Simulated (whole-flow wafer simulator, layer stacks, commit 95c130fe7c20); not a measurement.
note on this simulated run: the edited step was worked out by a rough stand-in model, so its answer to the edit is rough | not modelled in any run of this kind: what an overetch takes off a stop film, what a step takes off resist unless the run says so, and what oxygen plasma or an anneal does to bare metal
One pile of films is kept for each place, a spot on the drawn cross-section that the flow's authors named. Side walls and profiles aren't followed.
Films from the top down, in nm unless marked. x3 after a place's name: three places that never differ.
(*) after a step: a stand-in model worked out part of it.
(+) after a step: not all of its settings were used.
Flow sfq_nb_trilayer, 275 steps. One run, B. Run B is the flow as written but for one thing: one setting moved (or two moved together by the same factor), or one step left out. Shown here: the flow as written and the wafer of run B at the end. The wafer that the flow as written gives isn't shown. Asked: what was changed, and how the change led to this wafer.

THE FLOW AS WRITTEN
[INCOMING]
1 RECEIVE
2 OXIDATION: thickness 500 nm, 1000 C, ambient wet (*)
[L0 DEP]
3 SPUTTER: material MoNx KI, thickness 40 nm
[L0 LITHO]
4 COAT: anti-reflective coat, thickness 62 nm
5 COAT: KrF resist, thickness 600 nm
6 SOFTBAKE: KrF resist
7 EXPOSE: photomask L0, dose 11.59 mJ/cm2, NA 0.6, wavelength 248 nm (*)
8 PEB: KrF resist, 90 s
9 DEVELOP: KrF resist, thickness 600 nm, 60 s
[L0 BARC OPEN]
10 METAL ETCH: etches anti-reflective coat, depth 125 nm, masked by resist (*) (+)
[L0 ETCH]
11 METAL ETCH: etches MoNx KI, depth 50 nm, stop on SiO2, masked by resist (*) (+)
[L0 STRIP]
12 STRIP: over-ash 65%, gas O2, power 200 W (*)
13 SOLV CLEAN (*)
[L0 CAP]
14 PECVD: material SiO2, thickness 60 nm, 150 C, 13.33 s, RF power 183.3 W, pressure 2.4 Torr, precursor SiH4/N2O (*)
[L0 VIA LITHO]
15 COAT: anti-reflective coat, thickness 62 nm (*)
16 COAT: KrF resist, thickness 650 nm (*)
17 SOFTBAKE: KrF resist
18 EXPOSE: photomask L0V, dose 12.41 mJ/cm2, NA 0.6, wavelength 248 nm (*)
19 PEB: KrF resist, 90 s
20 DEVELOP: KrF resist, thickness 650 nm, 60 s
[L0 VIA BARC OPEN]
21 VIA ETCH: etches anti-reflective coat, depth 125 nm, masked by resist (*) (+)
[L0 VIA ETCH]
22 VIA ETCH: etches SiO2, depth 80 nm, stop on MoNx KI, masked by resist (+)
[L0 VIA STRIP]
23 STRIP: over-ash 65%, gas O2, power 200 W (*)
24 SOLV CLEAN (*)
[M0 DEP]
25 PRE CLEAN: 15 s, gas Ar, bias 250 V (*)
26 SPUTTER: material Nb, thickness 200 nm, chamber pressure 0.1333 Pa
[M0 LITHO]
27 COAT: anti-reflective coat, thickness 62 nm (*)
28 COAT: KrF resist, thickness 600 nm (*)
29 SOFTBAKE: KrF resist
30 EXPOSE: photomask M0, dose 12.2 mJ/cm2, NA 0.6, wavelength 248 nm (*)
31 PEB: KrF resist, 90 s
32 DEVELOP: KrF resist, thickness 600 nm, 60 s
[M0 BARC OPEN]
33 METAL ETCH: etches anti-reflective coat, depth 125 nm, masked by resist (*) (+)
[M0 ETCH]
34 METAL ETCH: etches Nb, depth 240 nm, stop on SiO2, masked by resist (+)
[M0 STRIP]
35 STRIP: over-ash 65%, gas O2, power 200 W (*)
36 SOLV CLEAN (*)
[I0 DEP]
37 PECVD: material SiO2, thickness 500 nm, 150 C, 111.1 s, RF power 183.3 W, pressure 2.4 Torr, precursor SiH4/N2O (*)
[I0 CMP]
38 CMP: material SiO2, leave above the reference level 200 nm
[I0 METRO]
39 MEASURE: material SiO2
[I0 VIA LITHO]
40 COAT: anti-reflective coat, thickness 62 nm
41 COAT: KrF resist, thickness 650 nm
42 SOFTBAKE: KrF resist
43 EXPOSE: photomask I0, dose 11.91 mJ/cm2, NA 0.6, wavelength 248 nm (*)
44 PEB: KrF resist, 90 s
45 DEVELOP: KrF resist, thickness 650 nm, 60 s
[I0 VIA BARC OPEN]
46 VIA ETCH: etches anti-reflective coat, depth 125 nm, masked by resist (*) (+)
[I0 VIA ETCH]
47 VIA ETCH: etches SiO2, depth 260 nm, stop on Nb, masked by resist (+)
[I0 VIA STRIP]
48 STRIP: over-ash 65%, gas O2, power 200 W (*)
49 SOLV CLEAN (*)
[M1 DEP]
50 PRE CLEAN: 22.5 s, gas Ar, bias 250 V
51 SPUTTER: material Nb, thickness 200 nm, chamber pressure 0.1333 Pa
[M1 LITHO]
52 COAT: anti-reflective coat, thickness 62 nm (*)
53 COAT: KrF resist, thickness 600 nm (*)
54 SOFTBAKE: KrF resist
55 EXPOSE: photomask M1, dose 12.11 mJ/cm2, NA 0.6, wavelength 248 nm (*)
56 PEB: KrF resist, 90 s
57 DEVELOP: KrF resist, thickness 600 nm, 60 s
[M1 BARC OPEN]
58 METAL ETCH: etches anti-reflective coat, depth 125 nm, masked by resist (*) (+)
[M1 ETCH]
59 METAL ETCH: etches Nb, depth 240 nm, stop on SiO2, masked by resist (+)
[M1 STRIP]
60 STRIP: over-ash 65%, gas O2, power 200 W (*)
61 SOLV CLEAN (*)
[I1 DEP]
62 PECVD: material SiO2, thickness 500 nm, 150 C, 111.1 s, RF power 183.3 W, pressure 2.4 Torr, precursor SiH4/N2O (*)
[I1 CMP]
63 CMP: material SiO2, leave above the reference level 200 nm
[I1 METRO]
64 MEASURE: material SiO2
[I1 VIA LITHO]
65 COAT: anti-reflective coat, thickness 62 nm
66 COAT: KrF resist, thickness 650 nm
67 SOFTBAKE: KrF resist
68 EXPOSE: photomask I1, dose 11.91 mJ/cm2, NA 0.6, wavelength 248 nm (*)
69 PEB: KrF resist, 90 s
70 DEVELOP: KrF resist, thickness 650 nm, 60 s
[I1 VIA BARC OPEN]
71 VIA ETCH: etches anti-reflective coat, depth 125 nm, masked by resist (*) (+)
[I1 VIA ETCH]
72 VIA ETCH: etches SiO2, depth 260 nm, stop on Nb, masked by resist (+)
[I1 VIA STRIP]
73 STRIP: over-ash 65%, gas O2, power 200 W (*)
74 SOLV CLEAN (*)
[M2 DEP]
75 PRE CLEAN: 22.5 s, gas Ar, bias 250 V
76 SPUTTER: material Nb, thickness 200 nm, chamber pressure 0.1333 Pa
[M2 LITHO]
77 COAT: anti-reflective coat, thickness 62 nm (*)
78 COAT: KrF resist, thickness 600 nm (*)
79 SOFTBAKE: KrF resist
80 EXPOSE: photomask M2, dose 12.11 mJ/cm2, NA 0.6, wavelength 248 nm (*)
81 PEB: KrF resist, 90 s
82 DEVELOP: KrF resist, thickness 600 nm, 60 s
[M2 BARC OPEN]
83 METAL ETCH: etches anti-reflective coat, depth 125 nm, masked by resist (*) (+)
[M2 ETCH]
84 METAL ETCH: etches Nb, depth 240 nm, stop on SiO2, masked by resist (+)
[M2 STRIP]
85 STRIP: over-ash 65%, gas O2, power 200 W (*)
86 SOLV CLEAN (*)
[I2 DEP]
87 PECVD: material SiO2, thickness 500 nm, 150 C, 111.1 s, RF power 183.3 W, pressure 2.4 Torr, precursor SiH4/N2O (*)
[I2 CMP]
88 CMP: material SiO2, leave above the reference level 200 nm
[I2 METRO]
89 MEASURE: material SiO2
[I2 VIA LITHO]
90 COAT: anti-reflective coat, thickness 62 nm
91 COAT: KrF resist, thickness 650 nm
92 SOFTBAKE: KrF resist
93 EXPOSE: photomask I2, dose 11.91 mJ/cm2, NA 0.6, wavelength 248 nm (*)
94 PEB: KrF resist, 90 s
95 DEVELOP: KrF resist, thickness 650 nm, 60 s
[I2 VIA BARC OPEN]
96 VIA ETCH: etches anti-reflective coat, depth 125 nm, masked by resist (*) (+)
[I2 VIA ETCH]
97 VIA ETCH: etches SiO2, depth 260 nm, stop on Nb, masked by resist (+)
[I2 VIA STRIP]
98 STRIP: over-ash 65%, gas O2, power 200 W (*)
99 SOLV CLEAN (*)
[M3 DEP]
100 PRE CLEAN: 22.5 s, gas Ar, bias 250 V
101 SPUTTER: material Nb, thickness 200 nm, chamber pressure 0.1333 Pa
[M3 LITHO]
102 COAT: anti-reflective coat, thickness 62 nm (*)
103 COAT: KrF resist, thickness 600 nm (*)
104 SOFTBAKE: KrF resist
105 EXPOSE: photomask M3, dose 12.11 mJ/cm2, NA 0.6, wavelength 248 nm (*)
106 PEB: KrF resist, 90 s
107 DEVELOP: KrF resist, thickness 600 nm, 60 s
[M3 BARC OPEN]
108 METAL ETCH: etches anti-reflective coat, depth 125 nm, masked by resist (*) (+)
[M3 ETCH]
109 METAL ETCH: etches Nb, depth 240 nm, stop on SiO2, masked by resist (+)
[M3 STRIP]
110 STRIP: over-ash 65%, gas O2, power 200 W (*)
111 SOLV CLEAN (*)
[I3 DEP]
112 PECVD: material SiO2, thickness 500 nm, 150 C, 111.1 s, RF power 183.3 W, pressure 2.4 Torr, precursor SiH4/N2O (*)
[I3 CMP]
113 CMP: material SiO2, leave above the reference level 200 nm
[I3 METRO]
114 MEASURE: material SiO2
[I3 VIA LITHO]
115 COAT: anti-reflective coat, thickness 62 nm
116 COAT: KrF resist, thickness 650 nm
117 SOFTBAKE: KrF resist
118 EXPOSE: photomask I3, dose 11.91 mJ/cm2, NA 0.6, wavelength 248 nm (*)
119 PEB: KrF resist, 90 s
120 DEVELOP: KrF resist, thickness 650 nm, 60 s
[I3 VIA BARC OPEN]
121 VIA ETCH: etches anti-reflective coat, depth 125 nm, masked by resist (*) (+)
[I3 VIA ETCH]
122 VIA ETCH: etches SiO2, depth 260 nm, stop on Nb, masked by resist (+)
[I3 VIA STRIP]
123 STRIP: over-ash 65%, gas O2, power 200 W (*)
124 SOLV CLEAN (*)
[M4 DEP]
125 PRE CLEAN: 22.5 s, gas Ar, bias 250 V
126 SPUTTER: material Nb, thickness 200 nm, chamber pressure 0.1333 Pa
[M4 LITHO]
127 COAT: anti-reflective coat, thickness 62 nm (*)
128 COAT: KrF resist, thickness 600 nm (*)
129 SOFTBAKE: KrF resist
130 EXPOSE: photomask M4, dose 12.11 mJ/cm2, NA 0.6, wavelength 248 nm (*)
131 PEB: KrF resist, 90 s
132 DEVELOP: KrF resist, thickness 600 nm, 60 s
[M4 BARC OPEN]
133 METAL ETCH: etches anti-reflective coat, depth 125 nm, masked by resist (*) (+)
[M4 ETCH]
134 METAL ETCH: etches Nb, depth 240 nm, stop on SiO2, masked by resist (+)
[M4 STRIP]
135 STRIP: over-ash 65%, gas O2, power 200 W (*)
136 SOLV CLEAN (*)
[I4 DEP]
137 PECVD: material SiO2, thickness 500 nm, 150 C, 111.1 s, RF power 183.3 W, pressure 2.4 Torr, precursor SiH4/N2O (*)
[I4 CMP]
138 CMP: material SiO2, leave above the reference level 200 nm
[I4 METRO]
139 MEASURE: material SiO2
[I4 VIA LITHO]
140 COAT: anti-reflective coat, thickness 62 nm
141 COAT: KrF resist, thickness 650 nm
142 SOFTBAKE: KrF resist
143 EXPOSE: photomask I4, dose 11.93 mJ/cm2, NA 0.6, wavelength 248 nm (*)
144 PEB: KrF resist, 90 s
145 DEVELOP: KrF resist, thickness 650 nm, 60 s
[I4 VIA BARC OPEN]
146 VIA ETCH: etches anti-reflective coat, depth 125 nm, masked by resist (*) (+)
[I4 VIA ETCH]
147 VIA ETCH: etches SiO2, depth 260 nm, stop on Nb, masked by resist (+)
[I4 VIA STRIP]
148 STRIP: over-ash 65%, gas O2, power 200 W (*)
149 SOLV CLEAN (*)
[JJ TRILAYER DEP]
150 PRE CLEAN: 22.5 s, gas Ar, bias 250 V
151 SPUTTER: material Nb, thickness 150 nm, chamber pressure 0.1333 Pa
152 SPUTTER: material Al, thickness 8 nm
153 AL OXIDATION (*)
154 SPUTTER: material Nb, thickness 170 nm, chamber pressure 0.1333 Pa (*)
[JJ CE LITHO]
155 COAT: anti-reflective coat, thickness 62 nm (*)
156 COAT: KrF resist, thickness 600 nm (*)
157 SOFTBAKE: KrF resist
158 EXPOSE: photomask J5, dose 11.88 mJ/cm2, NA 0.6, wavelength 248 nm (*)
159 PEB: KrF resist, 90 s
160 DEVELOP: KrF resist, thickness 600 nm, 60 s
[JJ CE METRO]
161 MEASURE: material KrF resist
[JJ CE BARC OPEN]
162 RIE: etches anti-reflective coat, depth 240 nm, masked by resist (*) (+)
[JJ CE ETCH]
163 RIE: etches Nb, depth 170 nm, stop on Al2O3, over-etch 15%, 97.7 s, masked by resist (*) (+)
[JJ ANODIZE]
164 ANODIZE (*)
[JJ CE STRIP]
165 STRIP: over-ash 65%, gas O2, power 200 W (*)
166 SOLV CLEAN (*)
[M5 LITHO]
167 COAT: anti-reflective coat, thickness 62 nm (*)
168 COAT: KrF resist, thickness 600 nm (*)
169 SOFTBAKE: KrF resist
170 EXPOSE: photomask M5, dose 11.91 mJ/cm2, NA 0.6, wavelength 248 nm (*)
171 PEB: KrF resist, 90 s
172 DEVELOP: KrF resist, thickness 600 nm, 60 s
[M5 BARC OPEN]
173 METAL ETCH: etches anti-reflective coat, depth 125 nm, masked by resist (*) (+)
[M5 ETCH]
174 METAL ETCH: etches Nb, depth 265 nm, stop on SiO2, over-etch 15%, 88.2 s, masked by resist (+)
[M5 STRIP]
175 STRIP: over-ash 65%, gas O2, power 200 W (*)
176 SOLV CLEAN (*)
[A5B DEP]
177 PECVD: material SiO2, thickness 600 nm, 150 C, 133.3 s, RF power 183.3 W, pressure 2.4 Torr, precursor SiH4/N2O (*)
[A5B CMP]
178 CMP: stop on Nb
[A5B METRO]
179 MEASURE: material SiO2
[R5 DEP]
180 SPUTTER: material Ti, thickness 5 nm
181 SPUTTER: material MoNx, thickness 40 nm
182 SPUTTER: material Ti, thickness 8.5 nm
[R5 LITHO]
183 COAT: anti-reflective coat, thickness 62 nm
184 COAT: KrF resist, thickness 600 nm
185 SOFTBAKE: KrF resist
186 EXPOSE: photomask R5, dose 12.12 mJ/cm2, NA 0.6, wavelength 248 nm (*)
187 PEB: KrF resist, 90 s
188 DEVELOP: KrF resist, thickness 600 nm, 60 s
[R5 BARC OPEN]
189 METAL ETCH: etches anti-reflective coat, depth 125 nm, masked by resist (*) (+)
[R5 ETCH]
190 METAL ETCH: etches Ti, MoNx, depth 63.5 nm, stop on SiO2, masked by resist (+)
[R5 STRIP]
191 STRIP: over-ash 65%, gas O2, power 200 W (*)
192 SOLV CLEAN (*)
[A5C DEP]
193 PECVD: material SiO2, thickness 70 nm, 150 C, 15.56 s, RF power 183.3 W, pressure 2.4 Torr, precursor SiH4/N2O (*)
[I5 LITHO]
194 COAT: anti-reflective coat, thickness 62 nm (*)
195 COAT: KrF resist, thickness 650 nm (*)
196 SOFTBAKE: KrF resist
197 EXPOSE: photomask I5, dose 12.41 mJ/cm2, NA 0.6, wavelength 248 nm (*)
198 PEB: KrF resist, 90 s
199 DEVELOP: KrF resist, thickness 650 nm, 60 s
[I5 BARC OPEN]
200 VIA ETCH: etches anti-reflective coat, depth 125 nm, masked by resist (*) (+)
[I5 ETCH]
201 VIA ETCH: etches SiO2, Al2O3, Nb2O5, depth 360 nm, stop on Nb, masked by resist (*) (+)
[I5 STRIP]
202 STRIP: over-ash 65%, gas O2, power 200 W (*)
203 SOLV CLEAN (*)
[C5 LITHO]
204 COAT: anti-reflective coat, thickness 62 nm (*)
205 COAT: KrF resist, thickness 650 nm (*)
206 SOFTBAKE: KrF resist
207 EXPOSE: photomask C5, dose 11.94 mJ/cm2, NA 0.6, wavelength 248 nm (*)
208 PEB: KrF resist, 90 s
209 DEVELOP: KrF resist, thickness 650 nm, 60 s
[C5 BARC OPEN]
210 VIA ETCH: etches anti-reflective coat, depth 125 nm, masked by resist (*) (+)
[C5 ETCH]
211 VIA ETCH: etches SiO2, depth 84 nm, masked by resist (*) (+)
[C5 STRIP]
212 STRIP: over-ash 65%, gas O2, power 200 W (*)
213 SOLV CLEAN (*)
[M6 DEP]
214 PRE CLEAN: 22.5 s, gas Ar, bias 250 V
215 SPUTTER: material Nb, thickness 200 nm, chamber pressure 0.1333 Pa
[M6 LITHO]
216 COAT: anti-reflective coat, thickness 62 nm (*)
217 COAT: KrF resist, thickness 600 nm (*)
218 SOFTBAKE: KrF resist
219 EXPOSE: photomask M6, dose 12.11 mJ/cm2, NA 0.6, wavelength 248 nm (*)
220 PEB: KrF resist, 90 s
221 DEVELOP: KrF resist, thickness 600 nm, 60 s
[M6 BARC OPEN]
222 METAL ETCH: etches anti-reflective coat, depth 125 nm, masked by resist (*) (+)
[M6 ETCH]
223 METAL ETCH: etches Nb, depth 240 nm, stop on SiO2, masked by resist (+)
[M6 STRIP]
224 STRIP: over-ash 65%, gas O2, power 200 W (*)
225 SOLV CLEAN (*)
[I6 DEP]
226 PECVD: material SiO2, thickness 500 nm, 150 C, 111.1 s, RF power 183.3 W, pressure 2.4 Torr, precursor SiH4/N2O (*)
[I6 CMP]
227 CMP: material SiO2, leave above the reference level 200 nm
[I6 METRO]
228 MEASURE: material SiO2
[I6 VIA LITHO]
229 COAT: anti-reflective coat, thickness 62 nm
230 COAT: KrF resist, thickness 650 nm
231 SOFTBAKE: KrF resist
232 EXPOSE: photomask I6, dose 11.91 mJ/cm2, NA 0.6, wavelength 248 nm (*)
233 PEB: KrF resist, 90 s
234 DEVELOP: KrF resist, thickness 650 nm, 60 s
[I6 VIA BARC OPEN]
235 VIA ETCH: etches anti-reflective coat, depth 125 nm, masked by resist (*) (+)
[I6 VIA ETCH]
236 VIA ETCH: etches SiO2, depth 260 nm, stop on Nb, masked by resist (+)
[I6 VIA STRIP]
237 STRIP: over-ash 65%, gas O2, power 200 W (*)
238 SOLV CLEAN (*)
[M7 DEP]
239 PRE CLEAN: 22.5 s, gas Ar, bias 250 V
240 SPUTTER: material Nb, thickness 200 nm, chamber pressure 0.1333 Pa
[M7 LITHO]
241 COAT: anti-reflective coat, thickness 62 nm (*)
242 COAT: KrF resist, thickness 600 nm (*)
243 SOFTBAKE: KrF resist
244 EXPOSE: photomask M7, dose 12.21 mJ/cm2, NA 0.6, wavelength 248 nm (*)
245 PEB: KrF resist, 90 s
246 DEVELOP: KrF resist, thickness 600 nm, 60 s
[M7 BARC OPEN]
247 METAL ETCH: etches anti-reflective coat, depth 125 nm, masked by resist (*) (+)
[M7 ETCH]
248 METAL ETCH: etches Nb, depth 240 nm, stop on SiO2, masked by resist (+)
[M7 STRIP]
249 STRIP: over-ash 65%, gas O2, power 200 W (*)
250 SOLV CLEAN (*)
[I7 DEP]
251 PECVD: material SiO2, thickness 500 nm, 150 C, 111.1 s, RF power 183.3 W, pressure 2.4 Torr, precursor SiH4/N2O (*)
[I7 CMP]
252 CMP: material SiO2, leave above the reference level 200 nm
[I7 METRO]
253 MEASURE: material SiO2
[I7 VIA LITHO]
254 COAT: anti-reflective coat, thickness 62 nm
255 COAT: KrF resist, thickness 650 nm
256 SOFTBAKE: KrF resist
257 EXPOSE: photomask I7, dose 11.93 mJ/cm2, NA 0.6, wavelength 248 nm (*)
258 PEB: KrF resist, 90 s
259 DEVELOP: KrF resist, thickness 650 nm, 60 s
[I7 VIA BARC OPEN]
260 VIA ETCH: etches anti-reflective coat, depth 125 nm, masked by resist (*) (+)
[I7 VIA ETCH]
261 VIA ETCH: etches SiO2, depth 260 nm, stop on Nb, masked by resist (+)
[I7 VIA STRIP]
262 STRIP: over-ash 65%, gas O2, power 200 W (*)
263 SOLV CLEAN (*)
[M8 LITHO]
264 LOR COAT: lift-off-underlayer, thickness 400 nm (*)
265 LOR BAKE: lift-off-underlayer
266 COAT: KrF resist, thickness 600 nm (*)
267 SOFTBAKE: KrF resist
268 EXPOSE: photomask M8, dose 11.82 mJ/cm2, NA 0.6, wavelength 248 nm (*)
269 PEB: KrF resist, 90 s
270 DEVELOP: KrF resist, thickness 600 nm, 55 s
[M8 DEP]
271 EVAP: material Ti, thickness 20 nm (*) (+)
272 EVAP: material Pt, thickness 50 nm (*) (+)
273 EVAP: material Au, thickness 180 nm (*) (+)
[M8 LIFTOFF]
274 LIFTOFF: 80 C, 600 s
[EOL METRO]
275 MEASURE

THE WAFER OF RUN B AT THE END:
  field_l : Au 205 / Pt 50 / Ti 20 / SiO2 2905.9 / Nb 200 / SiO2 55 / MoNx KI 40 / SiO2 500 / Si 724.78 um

The cause: step 273, EVAP: thickness 205 nm was run, where the flow has thickness 180 nm.
It can be read off the wafer: field_l has Au 205, and step 273 as written asks for 180 nm.

How the change led to this, step by step:
  273 EVAP: material Au, thickness 180 nm (*) (+)
      field_l, v_sur, via_wl and 103 more: Au +205 (new film) (as written it would be: Au +180 (new film))
  274 LIFTOFF: 80 C, 600 s
      p4_fl, p4_fm, p4_w1 and 71 more: Au -205 (all of it), Pt -50 (all of it), Ti -20 (all of it), KrF resist -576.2 (all of it), lift-off-underlayer -400 (all of it) (as written it would be: Au -180 (all of it), Pt -50 (all of it), Ti -20 (all of it), KrF resist -576.2 (all of it), lift-off-underlayer -400 (all of it))
      c5j, ce_r: Au -205 (all of it), Pt -50 (all of it), Ti -20 (all of it), KrF resist -573.3 (all of it), lift-off-underlayer -399.3 (all of it) (as written it would be: Au -180 (all of it), Pt -50 (all of it), Ti -20 (all of it), KrF resist -573.3 (all of it), lift-off-underlayer -399.3 (all of it))
      (and at 19 more places)
